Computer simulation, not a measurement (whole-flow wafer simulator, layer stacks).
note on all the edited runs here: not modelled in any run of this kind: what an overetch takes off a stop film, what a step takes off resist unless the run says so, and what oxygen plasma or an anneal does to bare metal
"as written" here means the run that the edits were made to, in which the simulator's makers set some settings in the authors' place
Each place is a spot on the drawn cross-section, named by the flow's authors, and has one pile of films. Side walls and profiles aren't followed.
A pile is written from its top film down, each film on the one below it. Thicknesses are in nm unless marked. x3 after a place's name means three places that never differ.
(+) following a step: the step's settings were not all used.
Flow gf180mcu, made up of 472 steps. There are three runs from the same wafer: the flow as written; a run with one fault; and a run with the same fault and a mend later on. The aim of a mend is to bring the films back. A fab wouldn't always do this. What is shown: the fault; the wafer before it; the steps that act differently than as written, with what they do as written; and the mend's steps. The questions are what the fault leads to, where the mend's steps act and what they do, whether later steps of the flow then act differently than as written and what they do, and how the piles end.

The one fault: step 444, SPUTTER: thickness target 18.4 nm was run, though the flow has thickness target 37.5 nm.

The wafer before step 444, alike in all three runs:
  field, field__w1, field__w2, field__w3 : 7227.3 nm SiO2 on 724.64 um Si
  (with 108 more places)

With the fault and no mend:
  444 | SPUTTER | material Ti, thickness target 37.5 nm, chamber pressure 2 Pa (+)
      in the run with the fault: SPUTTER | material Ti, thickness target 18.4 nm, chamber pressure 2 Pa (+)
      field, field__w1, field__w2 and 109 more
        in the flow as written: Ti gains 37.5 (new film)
        in the run with the fault: Ti gains 18.4 (new film)
  Later steps of the flow acting differently than as written (4 other steps are not shown; they differ only slightly, by no more than 2% or 0.5 nm, whichever is larger):
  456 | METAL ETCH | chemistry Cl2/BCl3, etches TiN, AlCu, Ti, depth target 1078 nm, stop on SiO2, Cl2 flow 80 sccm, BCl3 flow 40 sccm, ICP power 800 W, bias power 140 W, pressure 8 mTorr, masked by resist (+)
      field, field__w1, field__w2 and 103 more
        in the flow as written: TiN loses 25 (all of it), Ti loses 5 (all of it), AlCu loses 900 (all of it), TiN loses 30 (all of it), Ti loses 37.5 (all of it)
        in the run with the fault: TiN loses 25 (all of it), Ti loses 5 (all of it), AlCu loses 900 (all of it), TiN loses 30 (all of it), Ti loses 18.4 (all of it)
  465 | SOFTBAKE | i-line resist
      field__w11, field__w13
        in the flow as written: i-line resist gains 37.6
        in the run with the fault: i-line resist gains 36.6
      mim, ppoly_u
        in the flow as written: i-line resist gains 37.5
        in the run with the fault: i-line resist gains 36.5
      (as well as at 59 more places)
  By the end, the piles at field__w8, contact, m1, m1__w1, pad, m1_nw depart from the flow's by more than 2% or 0.5 nm, whichever is larger.
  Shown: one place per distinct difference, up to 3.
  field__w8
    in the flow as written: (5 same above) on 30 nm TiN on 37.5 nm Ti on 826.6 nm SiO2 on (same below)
    in the run with the fault: (5 same above) on 30 nm TiN on 18.4 nm Ti on 826.6 nm SiO2 on (same below)
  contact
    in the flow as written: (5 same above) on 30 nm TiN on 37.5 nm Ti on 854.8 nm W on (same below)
    in the run with the fault: (5 same above) on 30 nm TiN on 18.4 nm Ti on 854.8 nm W on (same below)
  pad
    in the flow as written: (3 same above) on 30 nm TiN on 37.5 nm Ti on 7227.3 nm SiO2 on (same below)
    in the run with the fault: (3 same above) on 30 nm TiN on 18.4 nm Ti on 7227.3 nm SiO2 on (same below)

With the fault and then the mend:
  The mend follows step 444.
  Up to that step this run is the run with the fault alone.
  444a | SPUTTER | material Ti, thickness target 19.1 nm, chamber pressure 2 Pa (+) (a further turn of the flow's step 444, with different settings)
      field, field__w1, field__w2 and 109 more
        Ti gains 19.1
  None of the later steps of the flow acts differently than as written at any place that is followed.
  By the end, the piles equal the flow's at every place that both follow.
